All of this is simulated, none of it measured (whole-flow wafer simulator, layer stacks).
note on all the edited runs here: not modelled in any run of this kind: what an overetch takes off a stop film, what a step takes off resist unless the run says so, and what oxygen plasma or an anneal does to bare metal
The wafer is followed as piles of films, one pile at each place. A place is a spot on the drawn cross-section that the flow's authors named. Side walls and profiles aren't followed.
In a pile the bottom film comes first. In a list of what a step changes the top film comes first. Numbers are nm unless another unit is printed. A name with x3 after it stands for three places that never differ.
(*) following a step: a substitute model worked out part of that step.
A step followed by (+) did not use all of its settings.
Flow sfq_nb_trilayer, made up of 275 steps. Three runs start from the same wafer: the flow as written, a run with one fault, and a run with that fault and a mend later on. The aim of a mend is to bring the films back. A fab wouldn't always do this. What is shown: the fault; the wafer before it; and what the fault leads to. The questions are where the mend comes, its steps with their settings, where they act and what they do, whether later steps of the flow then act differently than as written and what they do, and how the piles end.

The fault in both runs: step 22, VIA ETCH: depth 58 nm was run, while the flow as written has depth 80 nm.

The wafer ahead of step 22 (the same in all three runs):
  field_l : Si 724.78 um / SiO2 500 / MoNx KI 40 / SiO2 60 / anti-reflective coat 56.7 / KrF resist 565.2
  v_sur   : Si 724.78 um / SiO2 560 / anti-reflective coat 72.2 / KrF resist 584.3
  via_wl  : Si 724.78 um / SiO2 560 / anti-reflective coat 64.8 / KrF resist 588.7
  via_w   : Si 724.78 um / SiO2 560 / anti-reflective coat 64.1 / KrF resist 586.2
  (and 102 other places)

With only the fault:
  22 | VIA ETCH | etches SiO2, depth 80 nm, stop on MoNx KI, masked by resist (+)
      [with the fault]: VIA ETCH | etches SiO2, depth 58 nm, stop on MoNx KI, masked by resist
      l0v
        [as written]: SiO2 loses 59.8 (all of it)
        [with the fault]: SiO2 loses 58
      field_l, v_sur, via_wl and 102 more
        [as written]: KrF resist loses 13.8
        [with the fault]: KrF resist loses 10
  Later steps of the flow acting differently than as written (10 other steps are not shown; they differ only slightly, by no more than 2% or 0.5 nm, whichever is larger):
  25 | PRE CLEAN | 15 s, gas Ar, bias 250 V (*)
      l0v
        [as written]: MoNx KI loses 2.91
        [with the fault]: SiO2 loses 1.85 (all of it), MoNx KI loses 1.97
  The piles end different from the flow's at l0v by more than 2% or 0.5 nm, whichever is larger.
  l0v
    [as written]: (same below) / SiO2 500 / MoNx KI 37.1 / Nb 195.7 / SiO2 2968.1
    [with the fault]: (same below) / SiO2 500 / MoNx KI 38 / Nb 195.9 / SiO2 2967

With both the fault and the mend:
  The mend stands after step 22.
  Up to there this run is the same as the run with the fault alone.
  22a | VIA ETCH | etches SiO2, depth 22 nm, stop on MoNx KI, masked by resist (+) (a further turn of the flow's step 22, with different settings)
      field_l, v_sur, via_wl and 102 more
        KrF resist loses 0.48
      l0v
        SiO2 loses 1.85 (all of it)
  Later steps of the flow that are run all act as written at every place that is followed, up to a difference of at most 2% or 0.5 nm, whichever is larger.
  By the end, the piles equal the flow's at every place that both follow.
